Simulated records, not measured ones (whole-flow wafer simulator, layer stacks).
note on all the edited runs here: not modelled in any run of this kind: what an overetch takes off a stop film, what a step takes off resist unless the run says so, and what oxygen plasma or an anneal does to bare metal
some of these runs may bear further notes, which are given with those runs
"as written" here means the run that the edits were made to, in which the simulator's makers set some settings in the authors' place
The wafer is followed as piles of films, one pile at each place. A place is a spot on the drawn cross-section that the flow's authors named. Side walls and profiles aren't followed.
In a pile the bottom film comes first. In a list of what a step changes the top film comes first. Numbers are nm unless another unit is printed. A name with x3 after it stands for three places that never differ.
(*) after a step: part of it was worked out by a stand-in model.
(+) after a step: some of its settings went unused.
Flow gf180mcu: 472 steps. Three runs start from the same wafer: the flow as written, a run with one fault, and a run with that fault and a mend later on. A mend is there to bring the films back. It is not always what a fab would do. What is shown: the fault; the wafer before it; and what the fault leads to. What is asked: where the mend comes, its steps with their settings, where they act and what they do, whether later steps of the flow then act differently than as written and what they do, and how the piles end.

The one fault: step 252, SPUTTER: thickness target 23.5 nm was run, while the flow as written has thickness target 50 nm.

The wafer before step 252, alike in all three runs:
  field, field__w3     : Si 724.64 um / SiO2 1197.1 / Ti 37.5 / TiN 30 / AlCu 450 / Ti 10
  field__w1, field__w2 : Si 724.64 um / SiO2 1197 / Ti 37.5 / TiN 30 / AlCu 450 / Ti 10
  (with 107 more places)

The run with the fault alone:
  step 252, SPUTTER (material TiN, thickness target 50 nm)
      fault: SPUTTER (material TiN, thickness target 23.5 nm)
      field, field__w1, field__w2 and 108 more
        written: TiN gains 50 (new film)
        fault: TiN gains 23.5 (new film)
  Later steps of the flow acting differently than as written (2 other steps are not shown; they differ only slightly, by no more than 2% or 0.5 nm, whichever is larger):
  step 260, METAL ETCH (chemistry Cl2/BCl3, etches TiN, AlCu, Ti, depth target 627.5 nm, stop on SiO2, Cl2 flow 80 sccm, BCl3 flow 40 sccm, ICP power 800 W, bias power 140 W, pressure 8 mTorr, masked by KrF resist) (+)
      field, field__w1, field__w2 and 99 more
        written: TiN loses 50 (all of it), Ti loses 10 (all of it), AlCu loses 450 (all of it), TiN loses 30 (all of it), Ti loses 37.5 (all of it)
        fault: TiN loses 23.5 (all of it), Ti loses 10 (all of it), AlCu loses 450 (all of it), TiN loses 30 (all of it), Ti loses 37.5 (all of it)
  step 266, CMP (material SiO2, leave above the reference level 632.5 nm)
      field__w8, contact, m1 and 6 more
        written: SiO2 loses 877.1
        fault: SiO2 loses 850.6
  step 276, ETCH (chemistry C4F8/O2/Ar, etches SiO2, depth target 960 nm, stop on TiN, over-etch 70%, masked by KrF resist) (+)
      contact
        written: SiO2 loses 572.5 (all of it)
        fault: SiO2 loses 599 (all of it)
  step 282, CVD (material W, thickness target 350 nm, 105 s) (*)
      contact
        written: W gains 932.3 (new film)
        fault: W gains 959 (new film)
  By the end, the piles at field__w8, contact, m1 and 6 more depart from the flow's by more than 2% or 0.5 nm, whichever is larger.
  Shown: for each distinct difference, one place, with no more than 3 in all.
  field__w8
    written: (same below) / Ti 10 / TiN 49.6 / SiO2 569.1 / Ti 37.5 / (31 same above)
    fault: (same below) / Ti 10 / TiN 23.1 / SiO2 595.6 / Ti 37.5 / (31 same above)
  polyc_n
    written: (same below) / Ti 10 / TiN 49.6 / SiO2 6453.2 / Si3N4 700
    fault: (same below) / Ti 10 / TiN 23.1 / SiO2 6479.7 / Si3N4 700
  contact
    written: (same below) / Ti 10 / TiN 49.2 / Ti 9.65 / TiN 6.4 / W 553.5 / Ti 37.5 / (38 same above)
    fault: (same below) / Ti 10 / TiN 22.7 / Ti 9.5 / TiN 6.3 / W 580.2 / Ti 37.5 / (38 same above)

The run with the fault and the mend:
  The mend stands after step 259.
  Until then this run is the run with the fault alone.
  step 259a, STRIP (chemistry O2/N2, power 2160 W, pressure 1700 mTorr) (*)
      field__w8, contact, m1 and 6 more
        KrF resist loses 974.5 (all of it)
  step 259b, SPUTTER (material TiN, thickness target 26.5 nm) (the flow's step 252 again, with other settings)
      field, field__w1, field__w2 and 108 more
        TiN gains 26.5
  step 259c, HMDS (120 C, 60 s) (the flow's step 254 again)
      alters no film at any place that is followed
  step 259d, COAT (KrF resist, thickness 1000 nm) (the flow's step 255 again)
      field, field__w1, field__w2 and 108 more
        KrF resist gains 1000 (new film)
  step 259e, SOFTBAKE (KrF resist) (the flow's step 256 again)
      alters no film at any place that is followed
  step 259f, EXPOSE (photomask Metal1) (the flow's step 257 again)
      alters no film at any place that is followed
  step 259g, PEB (KrF resist, 135 C, 90 s) (the flow's step 258 again)
      field, field__w1, field__w2 and 108 more
        KrF resist loses 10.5
  step 259h, DEVELOP (thickness 1000 nm, 60 s) (the flow's step 259 again)
      field, field__w1, field__w2 and 99 more
        KrF resist loses 989.5 (all of it)
      field__w8, contact, m1 and 6 more
        KrF resist loses 14.9
  None of the later steps of the flow acts differently than as written at any place that is followed.
  By the end, the piles equal the flow's at every place that both follow.
